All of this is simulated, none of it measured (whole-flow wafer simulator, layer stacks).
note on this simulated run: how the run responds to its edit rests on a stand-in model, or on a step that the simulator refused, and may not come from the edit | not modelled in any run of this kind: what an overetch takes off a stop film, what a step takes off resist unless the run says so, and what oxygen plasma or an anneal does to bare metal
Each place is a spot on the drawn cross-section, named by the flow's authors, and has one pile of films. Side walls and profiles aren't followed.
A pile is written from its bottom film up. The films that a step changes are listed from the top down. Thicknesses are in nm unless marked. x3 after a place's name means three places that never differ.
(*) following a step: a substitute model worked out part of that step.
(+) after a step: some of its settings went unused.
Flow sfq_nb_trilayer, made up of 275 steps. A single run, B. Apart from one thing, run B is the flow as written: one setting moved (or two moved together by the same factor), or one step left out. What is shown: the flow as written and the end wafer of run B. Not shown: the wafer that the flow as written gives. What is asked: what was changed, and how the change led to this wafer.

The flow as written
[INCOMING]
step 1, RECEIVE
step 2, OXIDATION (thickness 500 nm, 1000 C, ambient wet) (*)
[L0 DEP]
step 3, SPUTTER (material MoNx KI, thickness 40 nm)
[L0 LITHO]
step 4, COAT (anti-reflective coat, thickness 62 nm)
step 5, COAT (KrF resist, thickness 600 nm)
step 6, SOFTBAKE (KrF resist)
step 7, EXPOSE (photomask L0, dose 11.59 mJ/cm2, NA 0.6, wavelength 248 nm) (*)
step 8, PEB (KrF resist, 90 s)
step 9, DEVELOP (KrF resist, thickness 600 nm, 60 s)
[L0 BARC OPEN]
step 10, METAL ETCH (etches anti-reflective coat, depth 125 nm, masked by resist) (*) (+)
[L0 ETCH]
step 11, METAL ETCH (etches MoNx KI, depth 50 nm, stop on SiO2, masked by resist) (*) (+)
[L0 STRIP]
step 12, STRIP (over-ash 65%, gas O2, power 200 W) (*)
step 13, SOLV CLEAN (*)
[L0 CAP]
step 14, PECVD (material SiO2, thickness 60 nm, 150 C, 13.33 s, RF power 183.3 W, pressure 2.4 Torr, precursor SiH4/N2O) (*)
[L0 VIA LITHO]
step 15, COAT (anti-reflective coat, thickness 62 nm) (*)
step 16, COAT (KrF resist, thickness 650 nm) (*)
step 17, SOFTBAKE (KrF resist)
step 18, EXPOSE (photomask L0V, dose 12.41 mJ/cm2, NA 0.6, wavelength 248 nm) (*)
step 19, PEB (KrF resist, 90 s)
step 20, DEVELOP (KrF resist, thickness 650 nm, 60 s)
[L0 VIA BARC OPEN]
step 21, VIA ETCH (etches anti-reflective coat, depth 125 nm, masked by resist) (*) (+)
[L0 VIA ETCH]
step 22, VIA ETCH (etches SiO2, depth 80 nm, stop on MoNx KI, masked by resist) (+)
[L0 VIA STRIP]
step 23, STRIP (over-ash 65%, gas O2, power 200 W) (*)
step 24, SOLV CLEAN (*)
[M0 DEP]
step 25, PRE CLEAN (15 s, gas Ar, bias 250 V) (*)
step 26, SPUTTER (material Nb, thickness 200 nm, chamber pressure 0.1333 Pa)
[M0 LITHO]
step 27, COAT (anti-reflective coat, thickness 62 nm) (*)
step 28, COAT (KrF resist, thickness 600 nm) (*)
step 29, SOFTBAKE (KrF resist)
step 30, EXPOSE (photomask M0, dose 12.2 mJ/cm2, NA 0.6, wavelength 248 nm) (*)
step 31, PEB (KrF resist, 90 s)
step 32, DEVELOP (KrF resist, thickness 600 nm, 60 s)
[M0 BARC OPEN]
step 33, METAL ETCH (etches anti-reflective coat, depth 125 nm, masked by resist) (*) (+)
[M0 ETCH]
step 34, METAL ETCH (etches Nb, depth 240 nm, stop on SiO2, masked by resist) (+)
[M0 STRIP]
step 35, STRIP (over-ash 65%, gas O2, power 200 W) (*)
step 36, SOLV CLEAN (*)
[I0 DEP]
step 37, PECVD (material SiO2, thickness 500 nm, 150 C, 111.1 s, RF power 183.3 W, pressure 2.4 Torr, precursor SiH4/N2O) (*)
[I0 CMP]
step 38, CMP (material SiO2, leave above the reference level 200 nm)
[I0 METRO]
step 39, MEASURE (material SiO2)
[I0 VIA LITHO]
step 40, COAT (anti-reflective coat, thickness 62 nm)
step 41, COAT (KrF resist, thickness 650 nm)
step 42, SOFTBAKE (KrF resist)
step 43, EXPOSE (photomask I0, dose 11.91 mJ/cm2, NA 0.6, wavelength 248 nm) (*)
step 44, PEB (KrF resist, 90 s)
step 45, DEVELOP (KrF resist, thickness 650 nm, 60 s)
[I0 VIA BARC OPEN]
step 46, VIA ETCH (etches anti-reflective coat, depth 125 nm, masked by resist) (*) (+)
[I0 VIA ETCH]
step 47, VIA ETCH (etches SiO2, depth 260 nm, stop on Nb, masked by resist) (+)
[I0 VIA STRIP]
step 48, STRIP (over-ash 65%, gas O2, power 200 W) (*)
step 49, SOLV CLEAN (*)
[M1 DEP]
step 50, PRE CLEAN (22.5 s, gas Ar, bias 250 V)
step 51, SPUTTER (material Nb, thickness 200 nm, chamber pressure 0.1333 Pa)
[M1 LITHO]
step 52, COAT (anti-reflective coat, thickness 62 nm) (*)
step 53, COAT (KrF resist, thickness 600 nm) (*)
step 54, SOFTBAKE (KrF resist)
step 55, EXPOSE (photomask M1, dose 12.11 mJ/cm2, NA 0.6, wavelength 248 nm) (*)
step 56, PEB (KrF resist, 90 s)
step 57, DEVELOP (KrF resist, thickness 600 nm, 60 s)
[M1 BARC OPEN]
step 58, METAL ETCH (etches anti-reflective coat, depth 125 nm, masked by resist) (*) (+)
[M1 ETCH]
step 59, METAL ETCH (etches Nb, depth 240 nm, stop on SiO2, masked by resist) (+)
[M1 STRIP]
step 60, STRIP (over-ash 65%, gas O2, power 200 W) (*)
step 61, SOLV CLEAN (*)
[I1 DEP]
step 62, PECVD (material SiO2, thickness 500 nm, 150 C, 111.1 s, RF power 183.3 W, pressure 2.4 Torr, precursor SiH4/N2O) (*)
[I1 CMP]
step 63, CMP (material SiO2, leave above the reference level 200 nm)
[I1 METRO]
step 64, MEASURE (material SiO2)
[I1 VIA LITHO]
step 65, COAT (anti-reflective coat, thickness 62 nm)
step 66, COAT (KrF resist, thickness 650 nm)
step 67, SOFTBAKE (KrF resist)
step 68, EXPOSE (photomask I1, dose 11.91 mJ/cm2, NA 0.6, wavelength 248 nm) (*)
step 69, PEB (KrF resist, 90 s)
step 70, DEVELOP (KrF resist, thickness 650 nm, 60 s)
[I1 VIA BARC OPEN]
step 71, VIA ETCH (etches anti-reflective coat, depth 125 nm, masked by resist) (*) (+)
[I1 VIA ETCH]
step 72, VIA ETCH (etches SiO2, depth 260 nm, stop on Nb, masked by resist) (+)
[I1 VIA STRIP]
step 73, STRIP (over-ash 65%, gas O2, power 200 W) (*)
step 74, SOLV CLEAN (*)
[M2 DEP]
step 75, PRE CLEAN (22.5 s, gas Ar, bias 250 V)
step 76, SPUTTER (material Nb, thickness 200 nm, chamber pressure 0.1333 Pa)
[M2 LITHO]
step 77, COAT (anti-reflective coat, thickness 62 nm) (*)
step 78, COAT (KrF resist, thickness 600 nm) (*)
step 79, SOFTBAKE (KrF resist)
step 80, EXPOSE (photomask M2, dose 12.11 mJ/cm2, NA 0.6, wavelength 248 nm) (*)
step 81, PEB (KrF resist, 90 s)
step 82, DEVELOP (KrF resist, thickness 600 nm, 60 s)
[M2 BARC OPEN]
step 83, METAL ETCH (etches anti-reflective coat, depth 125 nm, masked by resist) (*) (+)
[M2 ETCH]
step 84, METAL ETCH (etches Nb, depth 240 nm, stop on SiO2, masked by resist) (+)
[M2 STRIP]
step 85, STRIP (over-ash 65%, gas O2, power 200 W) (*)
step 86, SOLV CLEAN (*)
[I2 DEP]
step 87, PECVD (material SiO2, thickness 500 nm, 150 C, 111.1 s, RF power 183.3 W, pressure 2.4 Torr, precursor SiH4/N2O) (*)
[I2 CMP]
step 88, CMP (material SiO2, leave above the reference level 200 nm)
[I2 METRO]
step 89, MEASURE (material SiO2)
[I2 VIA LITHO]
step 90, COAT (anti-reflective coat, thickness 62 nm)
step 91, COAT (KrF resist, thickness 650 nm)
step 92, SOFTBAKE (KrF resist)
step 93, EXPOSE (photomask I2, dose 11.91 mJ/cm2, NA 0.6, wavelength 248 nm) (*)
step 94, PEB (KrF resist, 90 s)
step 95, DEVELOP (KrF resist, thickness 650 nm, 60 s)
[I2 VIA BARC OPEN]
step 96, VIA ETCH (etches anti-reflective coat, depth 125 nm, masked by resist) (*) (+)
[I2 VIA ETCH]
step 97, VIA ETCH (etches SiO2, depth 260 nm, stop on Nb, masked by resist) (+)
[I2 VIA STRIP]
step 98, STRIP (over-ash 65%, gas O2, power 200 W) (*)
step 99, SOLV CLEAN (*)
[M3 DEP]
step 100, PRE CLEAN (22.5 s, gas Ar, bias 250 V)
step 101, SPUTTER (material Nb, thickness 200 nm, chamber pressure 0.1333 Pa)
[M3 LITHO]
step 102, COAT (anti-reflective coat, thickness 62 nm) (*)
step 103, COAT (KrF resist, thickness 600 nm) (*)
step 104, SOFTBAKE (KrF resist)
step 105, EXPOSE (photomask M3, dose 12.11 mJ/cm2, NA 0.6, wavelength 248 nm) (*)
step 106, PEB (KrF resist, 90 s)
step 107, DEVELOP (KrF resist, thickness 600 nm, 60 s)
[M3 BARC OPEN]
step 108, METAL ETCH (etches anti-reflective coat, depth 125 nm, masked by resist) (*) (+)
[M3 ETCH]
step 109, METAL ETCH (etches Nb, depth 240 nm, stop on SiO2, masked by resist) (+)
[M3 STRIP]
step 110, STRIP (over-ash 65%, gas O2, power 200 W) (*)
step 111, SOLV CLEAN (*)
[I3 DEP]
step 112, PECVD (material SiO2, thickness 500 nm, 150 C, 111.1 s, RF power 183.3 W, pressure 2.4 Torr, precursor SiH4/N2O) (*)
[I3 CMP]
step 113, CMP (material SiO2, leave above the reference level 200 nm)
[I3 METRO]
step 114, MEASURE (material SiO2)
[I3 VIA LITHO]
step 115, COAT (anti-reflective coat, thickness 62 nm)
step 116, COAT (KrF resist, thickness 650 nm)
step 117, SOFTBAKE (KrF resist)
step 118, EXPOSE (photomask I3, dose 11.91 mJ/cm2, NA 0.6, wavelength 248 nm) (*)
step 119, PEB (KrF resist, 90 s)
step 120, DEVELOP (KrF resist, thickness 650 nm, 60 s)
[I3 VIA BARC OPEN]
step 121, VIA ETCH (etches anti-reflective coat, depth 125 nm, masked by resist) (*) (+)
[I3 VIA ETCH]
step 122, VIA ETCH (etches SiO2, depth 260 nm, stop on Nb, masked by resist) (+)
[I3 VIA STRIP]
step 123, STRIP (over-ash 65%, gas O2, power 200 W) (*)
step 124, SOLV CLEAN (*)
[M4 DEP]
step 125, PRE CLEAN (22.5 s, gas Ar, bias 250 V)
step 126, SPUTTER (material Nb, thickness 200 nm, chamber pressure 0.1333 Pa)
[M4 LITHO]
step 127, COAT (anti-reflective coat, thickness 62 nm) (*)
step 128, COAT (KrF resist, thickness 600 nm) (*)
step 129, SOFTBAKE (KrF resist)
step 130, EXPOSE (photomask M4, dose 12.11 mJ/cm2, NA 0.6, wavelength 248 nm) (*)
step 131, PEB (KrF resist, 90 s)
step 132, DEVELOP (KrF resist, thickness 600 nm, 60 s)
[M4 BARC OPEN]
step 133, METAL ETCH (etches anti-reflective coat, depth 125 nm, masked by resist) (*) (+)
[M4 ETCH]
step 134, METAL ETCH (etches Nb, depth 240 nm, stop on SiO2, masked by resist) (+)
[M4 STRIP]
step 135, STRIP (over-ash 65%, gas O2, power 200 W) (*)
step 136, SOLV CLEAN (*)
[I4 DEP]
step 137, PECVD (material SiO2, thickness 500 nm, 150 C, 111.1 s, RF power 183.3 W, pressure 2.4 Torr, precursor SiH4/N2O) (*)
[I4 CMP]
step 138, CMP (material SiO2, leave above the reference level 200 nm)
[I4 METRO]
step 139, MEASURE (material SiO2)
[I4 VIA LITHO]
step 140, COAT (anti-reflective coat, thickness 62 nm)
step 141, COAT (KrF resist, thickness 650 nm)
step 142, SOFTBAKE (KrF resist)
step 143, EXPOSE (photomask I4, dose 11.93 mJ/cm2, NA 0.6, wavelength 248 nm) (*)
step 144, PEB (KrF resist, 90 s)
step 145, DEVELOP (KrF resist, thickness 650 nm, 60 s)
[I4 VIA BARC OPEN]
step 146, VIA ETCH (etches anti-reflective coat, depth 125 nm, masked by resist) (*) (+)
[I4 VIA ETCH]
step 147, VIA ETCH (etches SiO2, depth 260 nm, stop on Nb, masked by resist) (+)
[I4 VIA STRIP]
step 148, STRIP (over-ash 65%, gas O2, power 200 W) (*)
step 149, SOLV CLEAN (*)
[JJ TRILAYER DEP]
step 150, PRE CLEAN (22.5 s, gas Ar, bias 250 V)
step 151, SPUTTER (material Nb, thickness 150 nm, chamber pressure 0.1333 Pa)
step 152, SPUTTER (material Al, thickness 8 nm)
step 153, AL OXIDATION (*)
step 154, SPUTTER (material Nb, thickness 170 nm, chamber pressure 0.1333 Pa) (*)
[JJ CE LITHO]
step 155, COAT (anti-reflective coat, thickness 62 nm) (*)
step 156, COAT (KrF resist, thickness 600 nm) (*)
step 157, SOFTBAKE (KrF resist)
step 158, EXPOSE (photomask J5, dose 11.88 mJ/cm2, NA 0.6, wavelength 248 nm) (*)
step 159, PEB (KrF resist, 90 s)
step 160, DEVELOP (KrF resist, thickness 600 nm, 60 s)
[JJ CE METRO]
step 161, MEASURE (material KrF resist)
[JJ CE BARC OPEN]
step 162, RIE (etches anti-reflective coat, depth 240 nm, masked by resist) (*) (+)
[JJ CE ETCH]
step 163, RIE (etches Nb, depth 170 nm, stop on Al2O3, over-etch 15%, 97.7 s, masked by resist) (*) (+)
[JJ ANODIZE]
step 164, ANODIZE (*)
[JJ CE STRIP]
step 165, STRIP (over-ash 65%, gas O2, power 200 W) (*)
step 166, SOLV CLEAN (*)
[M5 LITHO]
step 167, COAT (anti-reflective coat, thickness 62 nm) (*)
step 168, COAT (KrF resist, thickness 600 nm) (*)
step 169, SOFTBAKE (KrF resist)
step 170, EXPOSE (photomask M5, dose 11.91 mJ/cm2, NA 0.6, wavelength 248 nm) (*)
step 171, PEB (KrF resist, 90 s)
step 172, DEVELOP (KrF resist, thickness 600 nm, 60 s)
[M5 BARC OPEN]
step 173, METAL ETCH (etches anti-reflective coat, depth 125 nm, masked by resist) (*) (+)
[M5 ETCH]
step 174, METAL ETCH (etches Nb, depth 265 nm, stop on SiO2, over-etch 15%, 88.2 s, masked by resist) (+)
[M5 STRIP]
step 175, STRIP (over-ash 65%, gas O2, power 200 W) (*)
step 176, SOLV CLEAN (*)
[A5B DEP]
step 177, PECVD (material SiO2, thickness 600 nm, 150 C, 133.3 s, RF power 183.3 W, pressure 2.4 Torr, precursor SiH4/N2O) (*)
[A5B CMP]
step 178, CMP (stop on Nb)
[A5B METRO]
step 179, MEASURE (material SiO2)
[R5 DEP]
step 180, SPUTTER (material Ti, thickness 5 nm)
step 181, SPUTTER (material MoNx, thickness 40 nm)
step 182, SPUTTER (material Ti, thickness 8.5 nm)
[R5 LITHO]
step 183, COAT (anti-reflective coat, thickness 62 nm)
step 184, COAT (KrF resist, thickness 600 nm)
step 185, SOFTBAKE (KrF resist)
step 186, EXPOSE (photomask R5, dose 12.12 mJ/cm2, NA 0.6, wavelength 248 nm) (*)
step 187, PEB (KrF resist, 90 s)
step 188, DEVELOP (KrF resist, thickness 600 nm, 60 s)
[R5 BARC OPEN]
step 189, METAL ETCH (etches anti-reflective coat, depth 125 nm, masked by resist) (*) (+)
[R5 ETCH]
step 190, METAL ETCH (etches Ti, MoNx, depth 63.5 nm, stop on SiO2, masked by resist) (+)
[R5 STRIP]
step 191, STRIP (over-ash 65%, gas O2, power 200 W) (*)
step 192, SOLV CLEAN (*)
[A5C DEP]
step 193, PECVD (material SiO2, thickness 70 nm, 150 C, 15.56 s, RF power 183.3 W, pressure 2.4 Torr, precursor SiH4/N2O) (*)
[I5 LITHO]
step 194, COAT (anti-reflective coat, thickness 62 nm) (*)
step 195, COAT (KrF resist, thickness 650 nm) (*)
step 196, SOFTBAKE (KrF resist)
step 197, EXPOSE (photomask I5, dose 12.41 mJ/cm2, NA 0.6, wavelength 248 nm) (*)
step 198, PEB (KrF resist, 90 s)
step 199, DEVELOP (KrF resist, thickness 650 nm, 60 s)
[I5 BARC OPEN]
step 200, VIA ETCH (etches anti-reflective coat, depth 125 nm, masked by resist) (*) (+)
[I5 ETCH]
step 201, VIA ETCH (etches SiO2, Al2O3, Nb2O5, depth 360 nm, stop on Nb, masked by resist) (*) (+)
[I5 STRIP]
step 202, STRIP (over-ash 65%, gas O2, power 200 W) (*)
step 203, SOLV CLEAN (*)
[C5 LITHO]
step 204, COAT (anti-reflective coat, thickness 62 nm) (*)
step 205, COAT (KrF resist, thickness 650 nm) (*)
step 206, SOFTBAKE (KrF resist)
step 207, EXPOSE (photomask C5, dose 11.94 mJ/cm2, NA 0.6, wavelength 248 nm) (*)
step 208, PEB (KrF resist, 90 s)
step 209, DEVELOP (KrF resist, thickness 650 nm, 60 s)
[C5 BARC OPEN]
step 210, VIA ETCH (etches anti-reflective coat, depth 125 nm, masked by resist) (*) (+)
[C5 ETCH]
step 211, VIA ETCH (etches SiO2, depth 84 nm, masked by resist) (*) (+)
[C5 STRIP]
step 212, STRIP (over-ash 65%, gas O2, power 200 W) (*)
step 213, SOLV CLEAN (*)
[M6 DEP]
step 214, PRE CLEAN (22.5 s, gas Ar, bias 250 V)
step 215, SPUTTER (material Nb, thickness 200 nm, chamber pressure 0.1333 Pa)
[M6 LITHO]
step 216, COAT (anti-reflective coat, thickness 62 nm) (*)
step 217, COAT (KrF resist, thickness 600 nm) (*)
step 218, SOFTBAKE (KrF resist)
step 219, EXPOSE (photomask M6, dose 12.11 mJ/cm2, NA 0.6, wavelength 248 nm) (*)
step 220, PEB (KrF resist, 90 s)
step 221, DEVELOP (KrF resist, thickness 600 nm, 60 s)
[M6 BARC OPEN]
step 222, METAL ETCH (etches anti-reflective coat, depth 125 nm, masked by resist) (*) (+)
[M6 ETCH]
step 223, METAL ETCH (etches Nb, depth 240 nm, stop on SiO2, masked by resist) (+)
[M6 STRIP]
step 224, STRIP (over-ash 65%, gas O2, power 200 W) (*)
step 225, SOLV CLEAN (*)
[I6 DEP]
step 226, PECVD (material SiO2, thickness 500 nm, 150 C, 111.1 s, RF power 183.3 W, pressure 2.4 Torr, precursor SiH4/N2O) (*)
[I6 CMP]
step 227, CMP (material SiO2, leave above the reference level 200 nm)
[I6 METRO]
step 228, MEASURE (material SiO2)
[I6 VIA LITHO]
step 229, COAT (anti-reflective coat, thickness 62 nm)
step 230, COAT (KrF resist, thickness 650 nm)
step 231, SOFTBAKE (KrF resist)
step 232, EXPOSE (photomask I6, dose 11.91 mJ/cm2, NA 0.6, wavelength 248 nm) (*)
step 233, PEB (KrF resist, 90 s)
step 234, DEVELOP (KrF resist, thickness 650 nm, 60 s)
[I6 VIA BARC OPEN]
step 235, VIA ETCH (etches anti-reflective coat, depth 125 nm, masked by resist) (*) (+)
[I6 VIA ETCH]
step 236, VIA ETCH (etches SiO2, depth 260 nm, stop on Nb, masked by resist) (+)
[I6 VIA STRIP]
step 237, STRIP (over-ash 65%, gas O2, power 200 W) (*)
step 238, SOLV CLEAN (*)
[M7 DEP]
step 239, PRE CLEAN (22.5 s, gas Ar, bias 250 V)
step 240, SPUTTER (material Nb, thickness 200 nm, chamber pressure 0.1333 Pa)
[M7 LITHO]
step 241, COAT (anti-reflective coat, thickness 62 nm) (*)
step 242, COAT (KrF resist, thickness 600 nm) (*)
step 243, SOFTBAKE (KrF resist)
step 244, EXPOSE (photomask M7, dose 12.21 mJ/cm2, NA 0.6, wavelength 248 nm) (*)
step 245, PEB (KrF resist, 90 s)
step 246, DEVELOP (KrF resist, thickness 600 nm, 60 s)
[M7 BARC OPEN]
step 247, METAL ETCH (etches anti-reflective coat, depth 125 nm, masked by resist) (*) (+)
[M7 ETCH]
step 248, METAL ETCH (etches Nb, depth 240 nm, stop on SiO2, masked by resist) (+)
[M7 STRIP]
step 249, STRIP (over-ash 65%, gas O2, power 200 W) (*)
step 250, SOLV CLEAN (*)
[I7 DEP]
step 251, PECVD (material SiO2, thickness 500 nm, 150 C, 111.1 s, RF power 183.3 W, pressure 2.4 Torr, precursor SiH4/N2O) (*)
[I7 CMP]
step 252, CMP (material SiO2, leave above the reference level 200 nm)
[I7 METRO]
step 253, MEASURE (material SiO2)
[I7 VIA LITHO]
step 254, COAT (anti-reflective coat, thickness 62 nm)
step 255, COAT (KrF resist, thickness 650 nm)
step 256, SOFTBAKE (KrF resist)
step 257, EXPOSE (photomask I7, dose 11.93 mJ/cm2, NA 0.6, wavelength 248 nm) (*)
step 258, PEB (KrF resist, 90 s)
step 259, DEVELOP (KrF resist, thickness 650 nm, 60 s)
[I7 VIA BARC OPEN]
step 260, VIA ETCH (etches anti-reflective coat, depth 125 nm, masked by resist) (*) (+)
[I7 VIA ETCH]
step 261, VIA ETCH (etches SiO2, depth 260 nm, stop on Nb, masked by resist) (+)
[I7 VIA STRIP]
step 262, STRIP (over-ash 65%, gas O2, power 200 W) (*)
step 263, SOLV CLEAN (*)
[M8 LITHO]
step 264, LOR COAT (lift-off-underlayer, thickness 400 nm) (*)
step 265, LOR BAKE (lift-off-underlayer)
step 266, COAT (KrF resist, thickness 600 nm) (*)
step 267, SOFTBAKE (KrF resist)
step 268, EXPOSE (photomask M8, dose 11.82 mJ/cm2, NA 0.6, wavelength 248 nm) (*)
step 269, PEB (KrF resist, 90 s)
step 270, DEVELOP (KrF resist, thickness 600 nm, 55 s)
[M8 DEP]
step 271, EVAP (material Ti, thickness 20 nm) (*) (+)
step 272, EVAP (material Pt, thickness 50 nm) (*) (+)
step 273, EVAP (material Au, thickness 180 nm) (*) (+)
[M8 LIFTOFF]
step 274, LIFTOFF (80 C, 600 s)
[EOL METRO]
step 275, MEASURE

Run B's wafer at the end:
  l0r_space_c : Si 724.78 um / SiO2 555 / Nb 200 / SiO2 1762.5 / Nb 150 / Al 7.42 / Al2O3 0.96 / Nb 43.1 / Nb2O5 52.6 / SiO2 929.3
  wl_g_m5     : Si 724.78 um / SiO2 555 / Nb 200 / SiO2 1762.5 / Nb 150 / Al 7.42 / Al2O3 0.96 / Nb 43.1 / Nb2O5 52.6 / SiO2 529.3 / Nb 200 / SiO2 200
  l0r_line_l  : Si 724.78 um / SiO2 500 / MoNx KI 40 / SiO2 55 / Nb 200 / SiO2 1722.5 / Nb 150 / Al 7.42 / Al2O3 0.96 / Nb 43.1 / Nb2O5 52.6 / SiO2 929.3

The reason: step 162, RIE: etches anti-reflective coat, depth 240 nm, masked by resist (*) (+), was skipped.

Step by step, how the change led to this:
  step 163, RIE (etches Nb, depth 170 nm, stop on Al2O3, over-etch 15%, 97.7 s, masked by resist) (*) (+)
      p4_fl, p4_fm, p4_w1 and 73 more: anti-reflective coat loses 62 (all of it), Nb loses 108 (in the flow as written it would be: Nb loses 170 (all of it), Al2O3 loses 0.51)
      r_sur, res, r_end, moat, field_r, lsp_l, ln_m5: anti-reflective coat loses 61.6 (all of it), Nb loses 108.4 (in the flow as written it would be: Nb loses 170 (all of it), Al2O3 loses 0.51)
      (and at 19 other places as well)
  step 164, ANODIZE (*)
      field_l, v_sur, via_sp and 96 more: Nb2O5 gains 52.6 (new film), Nb loses 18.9 (in the flow as written it would be: Al2O3 gains 12.2, Nb2O5 gains 29.9 (new film), Al loses 7.42 (all of it), Nb loses 10.8)
      via_wl, via_wr: nothing (in the flow as written it would be: Al2O3 gains 7.52 (new film), Nb2O5 gains 39.2 (new film), Al loses 4.56 (all of it), Nb loses 14.1)
      (and at 1 other place as well)
  step 165, STRIP (over-ash 65%, gas O2, power 200 W) (*)
      via_wl, via_wr: anti-reflective coat loses 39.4 (all of it) (in the flow as written it would be: nothing)
      ce_l: KrF resist loses 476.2 (all of it), anti-reflective coat loses 61.4 (all of it) (in the flow as written it would be: KrF resist loses 266.8 (all of it), anti-reflective coat loses 61.4 (all of it))
      (and at 3 other places as well)
  step 167, COAT (anti-reflective coat, thickness 62 nm) (*)
      field_l: anti-reflective coat gains 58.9 (new film) (in the flow as written it would be: anti-reflective coat gains 60.6 (new film))
      v_sur: anti-reflective coat gains 49.8 (new film) (in the flow as written it would be: anti-reflective coat gains 44.9 (new film))
      (and at 15 other places as well)
  step 168, COAT (KrF resist, thickness 600 nm) (*)
      ce_l: KrF resist gains 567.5 (new film) (in the flow as written it would be: KrF resist gains 528.3 (new film))
      c5j: KrF resist gains 553 (new film) (in the flow as written it would be: KrF resist gains 507.6 (new film))
      (and at 2 other places as well)
  step 173, METAL ETCH (etches anti-reflective coat, depth 125 nm, masked by resist) (*) (+)
      field_l: anti-reflective coat loses 58.9 (all of it) (in the flow as written it would be: anti-reflective coat loses 60.6 (all of it), Al2O3 loses 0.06)
      wl_a_sl: anti-reflective coat loses 61.8 (all of it) (in the flow as written it would be: anti-reflective coat loses 59.7 (all of it), Al2O3 loses 0.07)
  step 174, METAL ETCH (etches Nb, depth 265 nm, stop on SiO2, over-etch 15%, 88.2 s, masked by resist) (+)
      p4_fl, p4_fm, p4_w1 and 38 more: Nb2O5 loses 52.6 (all of it), Nb loses 43.1 (all of it), Al2O3 loses 0.96 (all of it), Al loses 7.42 (all of it), Nb loses 150 (all of it) (in the flow as written it would be: Al2O3 loses 12.6 (all of it), Nb2O5 loses 29.9 (all of it), Nb loses 139.2 (all of it), SiO2 loses 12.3)
      res, r_end, moat and 7 more: Nb2O5 loses 52.6 (all of it), Nb loses 42.7 (all of it), Al2O3 loses 0.96 (all of it), Al loses 7.42 (all of it), Nb loses 150 (all of it) (in the flow as written it would be: Al2O3 loses 12.6 (all of it), Nb2O5 loses 29.9 (all of it), Nb loses 139.2 (all of it), SiO2 loses 12.3)
      (and at 2 other places as well)
  step 175, STRIP (over-ash 65%, gas O2, power 200 W) (*)
      v_sur: KrF resist loses 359 (all of it), anti-reflective coat loses 49.8 (all of it) (in the flow as written it would be: KrF resist loses 349.2 (all of it), anti-reflective coat loses 44.9 (all of it))
      via_wl: KrF resist loses 424.3 (all of it), anti-reflective coat loses 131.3 (all of it) (in the flow as written it would be: KrF resist loses 427 (all of it), anti-reflective coat loses 170.5 (all of it))
      (and at 13 other places as well)
  step 178, CMP (stop on Nb)
      field_l, p4_fl, p4_fm and 39 more: SiO2 loses 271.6 (in the flow as written it would be: SiO2 loses 259.3)
      wl_j_sl, wl_j_sr, wl_b_m5 and 32 more: SiO2 loses 525.7 (in the flow as written it would be: SiO2 loses 453.5)
      (and at 25 other places as well)
  step 201, VIA ETCH (etches SiO2, Al2O3, Nb2O5, depth 360 nm, stop on Nb, masked by resist) (*) (+)
      be: SiO2 loses 145.1 (all of it), Nb2O5 loses 52.6 (all of it) (in the flow as written it would be: SiO2 loses 216.4 (all of it), Al2O3 loses 12.7 (all of it), Nb2O5 loses 29.9 (all of it))
  step 204, COAT (anti-reflective coat, thickness 62 nm) (*)
      wire: anti-reflective coat gains 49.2 (new film) (in the flow as written it would be: anti-reflective coat gains 47.4 (new film))
      be: anti-reflective coat gains 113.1 (new film) (in the flow as written it would be: anti-reflective coat gains 122.2 (new film))
      (and at 1 other place as well)
  step 205, COAT (KrF resist, thickness 650 nm) (*)
      be: KrF resist gains 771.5 (new film) (in the flow as written it would be: KrF resist gains 815.3 (new film))
  step 212, STRIP (over-ash 65%, gas O2, power 200 W) (*)
      wire: KrF resist loses 559.2 (all of it), anti-reflective coat loses 49.2 (all of it) (in the flow as written it would be: KrF resist loses 555.8 (all of it), anti-reflective coat loses 47.4 (all of it))
      be: KrF resist loses 684.4 (all of it), anti-reflective coat loses 113.1 (all of it) (in the flow as written it would be: KrF resist loses 728.2 (all of it), anti-reflective coat loses 122.2 (all of it))
      (and at 1 other place as well)
  step 215, SPUTTER (material Nb, thickness 200 nm, chamber pressure 0.1333 Pa)
      be: Nb gains 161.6 (in the flow as written it would be: Nb gains 147.3)
  step 216, COAT (anti-reflective coat, thickness 62 nm) (*)
      wire: anti-reflective coat gains 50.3 (new film) (in the flow as written it would be: anti-reflective coat gains 48.3 (new film))
      be: anti-reflective coat gains 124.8 (new film) (in the flow as written it would be: anti-reflective coat gains 136.7 (new film))
      (and at 1 other place as well)
  step 217, COAT (KrF resist, thickness 600 nm) (*)
      be: KrF resist gains 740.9 (new film) (in the flow as written it would be: KrF resist gains 793.9 (new film))
  ... 1 other step ...
  step 226, PECVD (material SiO2, thickness 500 nm, 150 C, 111.1 s, RF power 183.3 W, pressure 2.4 Torr, precursor SiH4/N2O) (*)
      be: SiO2 gains 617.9 (new film) (in the flow as written it would be: SiO2 gains 693.5 (new film))
With metal films that touch counted as one body, l0r_space_c has 3 bodies (between them, from the top down: Al2O3 0.96; SiO2 1762.5); the flow as written gives 2 bodies (between them, from the top down: SiO2 1762.5).
With metal films that touch counted as one body, wl_g_m5 has 4 bodies (between them, from the top down: SiO2 529.3 / Nb2O5 52.6; Al2O3 0.96; SiO2 1762.5); the flow as written gives 3 bodies (between them, from the top down: SiO2 601.5 / Al2O3 12.7 / Nb2O5 29.9; SiO2 1762.5).
With metal films that touch counted as one body, l0r_line_l has 4 bodies (between them, from the top down: Al2O3 0.96; SiO2 1722.5; SiO2 55); the flow as written gives 3 bodies (between them, from the top down: SiO2 1722.5; SiO2 55).
